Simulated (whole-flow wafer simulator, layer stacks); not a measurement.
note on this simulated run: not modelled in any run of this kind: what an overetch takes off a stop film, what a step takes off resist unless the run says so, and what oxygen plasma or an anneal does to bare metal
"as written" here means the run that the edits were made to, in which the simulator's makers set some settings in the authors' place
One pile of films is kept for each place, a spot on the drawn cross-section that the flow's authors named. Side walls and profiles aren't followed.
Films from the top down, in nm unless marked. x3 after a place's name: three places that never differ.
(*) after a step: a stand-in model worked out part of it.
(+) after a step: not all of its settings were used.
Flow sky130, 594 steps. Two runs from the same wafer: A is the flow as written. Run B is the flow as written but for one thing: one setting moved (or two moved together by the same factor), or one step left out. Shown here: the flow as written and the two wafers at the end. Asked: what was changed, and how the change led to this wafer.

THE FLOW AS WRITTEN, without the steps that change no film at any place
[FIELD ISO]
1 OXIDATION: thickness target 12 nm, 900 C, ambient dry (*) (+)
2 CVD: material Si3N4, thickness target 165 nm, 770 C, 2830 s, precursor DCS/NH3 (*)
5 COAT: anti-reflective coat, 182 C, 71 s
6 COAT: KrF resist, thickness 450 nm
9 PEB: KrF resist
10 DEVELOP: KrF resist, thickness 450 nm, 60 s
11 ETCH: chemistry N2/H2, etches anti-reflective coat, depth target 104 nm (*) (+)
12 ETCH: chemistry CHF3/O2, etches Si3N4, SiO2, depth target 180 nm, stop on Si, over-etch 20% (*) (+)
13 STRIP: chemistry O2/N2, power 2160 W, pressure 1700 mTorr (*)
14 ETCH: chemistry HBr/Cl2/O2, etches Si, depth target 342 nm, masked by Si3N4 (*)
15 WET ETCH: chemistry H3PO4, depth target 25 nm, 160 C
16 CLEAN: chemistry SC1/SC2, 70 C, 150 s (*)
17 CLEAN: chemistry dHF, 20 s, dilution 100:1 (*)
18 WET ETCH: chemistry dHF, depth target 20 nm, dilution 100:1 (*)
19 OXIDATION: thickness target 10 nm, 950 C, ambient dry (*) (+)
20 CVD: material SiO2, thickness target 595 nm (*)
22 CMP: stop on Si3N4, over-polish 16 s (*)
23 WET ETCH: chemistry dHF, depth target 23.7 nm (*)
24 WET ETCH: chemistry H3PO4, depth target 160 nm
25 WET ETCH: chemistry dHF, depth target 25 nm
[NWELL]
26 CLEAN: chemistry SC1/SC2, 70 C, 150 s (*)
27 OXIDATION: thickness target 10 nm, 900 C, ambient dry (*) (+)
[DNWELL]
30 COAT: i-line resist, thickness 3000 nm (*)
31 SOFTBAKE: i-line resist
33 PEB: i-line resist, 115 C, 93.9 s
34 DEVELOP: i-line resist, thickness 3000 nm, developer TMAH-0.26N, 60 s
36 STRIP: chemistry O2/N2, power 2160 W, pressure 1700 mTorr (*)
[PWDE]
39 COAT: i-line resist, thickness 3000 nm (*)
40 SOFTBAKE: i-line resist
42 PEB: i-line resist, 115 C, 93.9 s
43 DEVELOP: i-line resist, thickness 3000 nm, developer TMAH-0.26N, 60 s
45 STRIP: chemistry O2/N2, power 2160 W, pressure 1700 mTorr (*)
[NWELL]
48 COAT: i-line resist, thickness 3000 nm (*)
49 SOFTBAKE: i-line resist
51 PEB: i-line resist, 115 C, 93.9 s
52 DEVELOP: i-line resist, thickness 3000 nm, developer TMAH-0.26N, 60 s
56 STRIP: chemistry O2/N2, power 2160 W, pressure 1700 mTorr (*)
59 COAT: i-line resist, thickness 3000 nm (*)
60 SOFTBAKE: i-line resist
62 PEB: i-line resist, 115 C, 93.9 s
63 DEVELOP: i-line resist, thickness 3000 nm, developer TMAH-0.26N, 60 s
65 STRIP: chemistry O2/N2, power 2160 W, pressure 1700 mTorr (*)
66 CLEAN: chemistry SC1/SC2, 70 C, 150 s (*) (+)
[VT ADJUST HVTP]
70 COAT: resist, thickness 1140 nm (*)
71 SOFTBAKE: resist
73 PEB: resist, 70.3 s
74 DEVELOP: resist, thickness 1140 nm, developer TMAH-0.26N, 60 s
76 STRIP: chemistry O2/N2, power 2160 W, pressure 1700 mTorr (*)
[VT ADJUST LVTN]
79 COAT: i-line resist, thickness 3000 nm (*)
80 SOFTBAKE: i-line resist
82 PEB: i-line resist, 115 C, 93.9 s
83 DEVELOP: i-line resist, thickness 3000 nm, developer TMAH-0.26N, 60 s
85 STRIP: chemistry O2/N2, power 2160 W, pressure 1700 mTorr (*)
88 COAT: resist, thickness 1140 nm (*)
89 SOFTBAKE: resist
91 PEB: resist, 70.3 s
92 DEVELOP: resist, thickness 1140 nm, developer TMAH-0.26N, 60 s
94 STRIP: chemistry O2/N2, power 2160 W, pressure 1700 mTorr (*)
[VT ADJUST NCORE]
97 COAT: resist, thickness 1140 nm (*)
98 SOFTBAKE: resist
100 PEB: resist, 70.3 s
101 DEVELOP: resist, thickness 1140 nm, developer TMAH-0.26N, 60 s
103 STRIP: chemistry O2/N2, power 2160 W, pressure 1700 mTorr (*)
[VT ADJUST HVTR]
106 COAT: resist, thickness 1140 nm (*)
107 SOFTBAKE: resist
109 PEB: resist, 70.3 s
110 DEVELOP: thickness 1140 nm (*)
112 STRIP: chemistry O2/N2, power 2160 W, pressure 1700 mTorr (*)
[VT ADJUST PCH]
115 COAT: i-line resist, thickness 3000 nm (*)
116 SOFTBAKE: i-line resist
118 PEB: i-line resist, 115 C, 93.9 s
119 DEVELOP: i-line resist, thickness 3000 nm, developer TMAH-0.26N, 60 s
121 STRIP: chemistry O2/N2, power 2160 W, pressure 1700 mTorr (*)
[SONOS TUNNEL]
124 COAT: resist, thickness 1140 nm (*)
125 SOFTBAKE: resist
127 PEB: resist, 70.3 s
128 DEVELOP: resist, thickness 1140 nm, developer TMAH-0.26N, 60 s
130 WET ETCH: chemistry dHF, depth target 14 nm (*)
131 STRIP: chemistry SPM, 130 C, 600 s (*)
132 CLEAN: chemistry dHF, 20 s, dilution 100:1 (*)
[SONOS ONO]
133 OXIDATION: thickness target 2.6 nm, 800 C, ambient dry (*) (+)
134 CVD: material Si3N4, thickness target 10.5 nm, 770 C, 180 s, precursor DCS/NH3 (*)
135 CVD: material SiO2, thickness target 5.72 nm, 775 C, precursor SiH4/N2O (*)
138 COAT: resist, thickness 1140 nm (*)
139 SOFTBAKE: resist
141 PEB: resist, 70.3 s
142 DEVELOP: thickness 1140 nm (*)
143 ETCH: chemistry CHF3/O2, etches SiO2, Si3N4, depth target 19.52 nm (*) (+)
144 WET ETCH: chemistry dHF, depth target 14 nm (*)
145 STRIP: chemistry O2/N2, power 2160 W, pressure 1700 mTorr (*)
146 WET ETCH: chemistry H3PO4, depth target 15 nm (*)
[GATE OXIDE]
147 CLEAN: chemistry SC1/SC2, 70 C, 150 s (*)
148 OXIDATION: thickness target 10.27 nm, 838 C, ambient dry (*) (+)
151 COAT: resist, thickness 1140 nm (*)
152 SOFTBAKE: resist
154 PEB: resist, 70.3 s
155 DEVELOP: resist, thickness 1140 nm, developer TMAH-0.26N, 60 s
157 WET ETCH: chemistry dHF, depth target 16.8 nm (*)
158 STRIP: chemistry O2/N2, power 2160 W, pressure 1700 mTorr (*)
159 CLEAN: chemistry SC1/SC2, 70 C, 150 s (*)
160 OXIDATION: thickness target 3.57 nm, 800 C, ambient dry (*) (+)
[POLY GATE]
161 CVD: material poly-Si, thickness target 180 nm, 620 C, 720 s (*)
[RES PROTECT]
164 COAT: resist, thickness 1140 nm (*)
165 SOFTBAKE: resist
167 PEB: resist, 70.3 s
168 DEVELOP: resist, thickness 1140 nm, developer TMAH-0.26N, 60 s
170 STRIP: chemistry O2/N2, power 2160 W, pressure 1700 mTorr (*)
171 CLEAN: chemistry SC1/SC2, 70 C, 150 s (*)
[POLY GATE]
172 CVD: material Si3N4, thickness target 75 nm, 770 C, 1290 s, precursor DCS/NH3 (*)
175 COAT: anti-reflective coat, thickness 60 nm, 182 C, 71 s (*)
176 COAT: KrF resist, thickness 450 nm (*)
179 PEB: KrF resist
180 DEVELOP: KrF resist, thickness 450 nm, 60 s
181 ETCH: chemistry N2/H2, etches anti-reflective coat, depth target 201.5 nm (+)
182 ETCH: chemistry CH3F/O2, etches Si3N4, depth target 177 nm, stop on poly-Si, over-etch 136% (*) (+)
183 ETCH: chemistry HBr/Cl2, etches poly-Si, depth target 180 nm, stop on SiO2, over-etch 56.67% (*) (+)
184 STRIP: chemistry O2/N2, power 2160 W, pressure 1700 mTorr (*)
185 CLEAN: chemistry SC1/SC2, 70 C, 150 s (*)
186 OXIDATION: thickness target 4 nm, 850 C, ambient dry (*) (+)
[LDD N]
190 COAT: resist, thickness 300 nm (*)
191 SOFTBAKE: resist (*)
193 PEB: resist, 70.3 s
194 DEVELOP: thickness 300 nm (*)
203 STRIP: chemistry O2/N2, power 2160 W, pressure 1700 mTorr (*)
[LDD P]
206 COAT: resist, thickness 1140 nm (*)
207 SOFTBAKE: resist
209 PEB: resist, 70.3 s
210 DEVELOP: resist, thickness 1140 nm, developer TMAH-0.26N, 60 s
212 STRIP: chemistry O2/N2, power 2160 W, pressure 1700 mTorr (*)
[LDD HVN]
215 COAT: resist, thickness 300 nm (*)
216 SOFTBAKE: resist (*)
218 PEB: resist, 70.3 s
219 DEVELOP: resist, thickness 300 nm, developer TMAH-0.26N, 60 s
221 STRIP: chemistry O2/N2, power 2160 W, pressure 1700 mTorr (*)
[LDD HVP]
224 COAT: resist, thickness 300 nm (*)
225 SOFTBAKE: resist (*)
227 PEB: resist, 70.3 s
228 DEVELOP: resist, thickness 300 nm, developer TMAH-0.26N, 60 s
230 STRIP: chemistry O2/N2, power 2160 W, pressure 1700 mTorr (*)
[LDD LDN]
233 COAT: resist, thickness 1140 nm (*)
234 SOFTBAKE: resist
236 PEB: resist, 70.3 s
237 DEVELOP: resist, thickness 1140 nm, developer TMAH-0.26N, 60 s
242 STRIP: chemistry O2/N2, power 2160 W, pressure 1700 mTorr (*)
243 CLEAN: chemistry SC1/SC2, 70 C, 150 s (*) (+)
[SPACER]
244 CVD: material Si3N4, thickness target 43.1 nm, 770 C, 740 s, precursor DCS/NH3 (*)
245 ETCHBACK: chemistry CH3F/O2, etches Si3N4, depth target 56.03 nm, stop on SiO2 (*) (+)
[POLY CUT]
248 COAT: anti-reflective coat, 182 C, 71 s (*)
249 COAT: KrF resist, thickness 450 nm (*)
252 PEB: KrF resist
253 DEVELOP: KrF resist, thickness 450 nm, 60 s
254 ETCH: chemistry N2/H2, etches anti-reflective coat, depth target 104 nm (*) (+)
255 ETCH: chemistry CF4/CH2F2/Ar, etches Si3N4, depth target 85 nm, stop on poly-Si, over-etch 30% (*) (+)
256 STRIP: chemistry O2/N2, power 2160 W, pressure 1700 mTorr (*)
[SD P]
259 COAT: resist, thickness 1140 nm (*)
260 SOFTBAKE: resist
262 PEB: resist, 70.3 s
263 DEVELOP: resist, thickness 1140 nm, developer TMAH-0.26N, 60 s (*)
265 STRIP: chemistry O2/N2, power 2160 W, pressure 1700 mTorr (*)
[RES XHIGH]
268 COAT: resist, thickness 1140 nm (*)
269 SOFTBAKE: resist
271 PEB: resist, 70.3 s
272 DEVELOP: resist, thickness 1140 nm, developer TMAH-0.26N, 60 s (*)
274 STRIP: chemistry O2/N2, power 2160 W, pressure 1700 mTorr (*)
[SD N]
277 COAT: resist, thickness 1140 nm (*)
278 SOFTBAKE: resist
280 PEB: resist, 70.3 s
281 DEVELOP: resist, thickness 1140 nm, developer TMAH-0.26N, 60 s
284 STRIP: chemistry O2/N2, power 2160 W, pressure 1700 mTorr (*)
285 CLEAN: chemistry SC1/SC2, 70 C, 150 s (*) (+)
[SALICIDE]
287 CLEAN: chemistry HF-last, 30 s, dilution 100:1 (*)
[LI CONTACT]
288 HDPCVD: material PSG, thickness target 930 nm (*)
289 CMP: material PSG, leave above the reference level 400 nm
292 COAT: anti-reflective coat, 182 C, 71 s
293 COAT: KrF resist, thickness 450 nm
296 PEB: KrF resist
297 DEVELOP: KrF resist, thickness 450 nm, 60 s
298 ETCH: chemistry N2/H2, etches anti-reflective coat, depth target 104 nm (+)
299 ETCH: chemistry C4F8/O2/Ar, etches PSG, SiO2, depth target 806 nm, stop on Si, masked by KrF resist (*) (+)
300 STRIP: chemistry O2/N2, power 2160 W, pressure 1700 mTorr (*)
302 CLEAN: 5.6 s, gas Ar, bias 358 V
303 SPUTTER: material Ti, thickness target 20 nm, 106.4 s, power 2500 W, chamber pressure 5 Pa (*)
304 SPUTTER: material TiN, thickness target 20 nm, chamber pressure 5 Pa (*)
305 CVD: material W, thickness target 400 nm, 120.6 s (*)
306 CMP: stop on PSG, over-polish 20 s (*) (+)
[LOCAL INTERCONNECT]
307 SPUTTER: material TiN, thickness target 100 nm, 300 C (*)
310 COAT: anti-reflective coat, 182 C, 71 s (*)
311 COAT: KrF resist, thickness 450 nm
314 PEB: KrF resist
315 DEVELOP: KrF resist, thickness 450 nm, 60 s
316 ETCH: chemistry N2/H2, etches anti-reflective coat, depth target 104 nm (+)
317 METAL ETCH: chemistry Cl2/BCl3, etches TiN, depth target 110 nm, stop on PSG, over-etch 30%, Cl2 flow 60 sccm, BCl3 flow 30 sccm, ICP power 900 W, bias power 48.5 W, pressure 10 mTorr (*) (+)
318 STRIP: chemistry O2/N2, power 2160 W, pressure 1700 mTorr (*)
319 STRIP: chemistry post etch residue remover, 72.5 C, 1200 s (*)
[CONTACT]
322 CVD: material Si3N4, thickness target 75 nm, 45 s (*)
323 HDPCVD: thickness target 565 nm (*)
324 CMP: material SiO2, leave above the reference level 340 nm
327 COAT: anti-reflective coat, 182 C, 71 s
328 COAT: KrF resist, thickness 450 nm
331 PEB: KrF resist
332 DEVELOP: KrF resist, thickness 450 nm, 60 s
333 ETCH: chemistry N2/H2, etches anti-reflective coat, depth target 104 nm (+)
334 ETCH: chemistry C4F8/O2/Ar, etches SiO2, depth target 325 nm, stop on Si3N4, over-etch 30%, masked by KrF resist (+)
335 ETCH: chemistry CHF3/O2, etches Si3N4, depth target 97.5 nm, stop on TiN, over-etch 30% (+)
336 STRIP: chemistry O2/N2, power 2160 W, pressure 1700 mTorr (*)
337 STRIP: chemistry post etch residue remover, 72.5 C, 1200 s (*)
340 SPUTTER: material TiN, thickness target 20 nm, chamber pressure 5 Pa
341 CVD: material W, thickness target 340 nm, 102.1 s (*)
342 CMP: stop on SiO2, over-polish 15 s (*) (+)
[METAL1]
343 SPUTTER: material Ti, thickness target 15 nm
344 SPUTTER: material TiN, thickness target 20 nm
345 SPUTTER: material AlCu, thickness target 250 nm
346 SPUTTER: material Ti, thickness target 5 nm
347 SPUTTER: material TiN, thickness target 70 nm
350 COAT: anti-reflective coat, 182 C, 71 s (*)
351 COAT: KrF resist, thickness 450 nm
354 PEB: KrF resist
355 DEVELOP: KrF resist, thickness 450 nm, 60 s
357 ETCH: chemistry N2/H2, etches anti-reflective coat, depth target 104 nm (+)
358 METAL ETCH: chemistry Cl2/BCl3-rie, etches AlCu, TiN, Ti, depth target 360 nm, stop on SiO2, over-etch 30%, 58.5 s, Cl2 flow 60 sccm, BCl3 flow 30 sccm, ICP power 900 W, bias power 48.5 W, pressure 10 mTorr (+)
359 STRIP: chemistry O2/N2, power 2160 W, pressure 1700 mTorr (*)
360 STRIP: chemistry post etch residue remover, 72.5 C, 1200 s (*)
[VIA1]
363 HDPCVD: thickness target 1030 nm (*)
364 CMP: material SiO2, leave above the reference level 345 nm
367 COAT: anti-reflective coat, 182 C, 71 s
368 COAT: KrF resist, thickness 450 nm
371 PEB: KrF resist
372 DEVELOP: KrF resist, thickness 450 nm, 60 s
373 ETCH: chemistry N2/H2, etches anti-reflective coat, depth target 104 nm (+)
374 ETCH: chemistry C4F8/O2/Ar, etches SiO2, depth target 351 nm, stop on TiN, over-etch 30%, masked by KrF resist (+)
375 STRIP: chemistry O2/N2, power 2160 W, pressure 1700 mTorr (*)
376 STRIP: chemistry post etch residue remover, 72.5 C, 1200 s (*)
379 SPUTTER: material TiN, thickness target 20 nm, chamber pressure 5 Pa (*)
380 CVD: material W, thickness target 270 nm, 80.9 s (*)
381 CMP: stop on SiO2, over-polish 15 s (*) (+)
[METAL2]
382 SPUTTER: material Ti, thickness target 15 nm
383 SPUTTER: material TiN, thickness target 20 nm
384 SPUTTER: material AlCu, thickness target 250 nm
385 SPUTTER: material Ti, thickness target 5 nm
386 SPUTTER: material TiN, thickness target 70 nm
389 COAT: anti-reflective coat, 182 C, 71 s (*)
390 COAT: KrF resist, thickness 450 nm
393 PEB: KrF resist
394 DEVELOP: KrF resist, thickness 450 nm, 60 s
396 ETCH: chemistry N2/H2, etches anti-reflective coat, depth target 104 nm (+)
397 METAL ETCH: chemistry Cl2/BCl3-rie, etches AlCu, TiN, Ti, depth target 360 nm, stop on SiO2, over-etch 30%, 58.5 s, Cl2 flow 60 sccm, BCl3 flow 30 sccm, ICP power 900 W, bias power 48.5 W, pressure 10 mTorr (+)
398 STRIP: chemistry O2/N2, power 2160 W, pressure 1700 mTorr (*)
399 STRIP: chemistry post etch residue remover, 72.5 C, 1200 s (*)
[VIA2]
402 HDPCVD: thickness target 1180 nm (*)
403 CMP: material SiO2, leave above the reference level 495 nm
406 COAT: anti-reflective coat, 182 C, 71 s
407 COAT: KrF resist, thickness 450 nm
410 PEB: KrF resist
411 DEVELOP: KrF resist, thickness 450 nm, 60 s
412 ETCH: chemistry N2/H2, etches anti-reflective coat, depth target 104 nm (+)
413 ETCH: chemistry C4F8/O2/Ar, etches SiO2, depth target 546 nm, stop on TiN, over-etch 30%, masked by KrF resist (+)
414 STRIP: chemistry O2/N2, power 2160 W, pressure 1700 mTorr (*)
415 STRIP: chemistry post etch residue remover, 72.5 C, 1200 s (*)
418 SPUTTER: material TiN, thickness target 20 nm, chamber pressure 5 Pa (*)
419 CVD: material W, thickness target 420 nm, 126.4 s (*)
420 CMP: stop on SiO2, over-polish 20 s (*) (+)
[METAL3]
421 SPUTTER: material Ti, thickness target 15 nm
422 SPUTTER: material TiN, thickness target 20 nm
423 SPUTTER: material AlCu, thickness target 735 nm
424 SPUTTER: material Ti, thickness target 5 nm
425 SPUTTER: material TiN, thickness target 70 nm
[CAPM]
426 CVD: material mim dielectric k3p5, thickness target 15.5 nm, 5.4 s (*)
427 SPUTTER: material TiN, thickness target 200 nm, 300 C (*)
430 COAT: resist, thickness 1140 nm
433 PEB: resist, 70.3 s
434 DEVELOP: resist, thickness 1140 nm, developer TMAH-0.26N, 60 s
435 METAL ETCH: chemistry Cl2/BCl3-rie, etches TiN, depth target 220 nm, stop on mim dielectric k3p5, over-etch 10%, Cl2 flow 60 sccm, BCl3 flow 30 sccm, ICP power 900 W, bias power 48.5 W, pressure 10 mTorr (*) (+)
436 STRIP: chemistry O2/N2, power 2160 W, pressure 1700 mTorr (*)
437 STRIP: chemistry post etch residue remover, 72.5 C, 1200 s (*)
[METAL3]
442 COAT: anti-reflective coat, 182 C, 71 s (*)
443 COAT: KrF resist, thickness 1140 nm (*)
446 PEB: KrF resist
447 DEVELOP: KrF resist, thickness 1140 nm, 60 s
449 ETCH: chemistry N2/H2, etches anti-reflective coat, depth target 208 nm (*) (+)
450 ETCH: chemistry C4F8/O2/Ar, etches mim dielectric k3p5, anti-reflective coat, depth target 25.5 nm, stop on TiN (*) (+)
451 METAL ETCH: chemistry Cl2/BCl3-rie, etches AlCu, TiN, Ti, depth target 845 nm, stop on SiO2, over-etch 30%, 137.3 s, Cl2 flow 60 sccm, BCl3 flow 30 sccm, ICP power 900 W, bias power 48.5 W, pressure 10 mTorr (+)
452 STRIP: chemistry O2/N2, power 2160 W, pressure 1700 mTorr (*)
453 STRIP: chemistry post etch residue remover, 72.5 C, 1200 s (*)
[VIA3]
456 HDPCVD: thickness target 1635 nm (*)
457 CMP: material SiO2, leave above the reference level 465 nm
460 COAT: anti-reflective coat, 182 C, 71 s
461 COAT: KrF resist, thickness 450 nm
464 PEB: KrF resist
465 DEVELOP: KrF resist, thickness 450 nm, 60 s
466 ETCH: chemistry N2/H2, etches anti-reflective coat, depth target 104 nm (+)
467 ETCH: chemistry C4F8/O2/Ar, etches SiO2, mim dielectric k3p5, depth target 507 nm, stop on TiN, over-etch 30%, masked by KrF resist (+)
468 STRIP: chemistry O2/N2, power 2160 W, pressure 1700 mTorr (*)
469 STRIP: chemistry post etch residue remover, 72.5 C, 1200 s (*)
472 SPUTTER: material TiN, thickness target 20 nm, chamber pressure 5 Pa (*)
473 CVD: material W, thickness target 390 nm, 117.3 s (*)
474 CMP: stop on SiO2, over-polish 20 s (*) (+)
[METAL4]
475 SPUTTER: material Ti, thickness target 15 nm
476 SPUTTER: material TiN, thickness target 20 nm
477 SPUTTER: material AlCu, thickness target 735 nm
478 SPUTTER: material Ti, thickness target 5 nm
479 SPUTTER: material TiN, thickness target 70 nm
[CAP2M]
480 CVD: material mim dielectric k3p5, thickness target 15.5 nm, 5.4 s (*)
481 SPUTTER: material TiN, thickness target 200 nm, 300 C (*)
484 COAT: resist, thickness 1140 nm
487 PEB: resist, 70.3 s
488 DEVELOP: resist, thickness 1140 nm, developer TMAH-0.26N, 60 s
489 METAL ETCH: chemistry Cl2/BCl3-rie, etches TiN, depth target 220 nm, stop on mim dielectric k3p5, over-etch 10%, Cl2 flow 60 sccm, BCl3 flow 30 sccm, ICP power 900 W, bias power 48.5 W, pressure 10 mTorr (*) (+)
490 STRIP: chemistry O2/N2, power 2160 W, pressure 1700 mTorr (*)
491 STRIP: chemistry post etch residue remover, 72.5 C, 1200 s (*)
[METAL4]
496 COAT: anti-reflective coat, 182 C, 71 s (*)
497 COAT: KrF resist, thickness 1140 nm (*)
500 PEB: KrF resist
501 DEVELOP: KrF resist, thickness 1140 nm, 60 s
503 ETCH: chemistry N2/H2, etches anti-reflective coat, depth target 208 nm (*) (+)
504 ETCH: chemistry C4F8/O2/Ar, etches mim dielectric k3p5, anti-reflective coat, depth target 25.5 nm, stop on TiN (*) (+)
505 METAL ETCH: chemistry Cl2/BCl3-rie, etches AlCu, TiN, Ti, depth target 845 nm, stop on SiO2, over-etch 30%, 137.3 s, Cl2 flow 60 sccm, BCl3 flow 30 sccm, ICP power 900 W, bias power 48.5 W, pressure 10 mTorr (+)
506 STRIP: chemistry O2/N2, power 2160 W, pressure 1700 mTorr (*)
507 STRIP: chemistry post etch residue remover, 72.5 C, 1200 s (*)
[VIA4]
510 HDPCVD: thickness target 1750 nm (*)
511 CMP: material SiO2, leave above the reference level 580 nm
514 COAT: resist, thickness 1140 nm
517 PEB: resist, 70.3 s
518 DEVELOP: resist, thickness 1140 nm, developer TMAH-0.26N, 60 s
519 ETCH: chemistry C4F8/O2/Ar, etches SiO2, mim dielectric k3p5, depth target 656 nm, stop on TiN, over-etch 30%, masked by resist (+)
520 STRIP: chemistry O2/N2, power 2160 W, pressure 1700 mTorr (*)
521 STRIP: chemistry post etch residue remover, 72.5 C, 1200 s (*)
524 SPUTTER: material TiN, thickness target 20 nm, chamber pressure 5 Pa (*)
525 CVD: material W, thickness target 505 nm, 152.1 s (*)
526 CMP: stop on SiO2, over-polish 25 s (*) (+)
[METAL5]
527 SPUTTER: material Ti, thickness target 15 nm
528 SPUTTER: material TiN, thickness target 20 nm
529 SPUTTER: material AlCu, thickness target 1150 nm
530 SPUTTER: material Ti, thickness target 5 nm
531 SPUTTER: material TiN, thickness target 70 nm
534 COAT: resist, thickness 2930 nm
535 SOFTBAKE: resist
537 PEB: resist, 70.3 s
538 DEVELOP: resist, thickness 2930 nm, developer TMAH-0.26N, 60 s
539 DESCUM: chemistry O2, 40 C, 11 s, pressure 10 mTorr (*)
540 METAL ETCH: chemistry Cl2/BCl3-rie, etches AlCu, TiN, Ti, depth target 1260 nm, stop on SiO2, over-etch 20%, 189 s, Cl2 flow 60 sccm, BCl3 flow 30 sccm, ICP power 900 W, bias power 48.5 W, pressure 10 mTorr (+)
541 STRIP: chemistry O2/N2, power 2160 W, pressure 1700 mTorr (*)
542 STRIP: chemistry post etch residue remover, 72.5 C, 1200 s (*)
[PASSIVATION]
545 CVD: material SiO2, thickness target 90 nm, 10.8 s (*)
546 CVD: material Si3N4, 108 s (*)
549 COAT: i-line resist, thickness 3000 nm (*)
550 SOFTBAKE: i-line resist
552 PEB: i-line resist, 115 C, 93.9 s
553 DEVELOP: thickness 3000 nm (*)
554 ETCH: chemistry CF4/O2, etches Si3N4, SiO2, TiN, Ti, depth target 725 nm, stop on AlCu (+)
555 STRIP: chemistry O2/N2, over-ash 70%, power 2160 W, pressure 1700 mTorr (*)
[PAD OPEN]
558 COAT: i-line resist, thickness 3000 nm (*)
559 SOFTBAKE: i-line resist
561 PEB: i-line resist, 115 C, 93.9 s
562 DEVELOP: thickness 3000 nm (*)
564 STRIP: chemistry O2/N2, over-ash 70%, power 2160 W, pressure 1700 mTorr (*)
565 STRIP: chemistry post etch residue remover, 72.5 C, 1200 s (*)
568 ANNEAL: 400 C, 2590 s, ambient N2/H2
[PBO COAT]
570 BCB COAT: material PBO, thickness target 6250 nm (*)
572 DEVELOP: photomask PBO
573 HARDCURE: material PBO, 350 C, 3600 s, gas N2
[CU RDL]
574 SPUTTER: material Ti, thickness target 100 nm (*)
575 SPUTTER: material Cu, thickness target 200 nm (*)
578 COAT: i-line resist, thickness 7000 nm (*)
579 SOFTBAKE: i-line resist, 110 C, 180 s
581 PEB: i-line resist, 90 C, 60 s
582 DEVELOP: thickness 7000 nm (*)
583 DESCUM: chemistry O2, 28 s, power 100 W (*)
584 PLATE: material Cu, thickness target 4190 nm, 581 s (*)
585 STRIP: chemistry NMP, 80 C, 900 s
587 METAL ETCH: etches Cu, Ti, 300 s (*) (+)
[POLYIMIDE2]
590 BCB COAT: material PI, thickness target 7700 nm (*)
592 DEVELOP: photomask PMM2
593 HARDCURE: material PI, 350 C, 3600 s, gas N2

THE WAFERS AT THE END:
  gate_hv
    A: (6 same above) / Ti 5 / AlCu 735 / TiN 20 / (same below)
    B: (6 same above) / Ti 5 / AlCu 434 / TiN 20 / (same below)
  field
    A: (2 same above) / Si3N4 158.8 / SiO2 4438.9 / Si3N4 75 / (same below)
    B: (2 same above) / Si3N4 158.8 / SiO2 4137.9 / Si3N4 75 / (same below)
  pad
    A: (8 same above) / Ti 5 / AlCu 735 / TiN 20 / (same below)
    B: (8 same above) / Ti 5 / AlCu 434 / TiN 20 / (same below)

The cause: step 477, SPUTTER: thickness target 434 nm was run, where the flow has thickness target 735 nm.
It can be read off the wafer: gate_hv has AlCu 434, and step 477 as written asks for 735 nm.

How the change led to this, step by step:
  477 SPUTTER: material AlCu, thickness target 735 nm
      field, active, n_well and 189 more: A AlCu +735 (new film) | B AlCu +434 (new film)
  505 METAL ETCH: chemistry Cl2/BCl3-rie, etches AlCu, TiN, Ti, depth target 845 nm, stop on SiO2, over-etch 30%, 137.3 s, Cl2 flow 60 sccm, BCl3 flow 30 sccm, ICP power 900 W, bias power 48.5 W, pressure 10 mTorr (+)
      field, gate, spacer and 61 more: A TiN -70 (all of it), Ti -5 (all of it), AlCu -735 (all of it), TiN -20 (all of it), Ti -15 (all of it), SiO2 -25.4 | B TiN -70 (all of it), Ti -5 (all of it), AlCu -434 (all of it), TiN -20 (all of it), Ti -15 (all of it), SiO2 -55.4
      vpp_iso1, m1_ln, poly_licon and 8 more: A TiN -70 (all of it), Ti -5 (all of it), AlCu -735 (all of it), TiN -20 (all of it), Ti -15 (all of it), SiO2 -25.3 | B TiN -70 (all of it), Ti -5 (all of it), AlCu -434 (all of it), TiN -20 (all of it), Ti -15 (all of it), SiO2 -55.4
      (and at 13 more places)
  511 CMP: material SiO2, leave above the reference level 580 nm
      field, active, gate and 67 more: A SiO2 -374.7 | B SiO2 -645.6
      vpp_ln, vpp_iso2, mim_edge_plate and 7 more: A SiO2 -374.7 | B SiO2 -645.5
      (and at 8 more places)
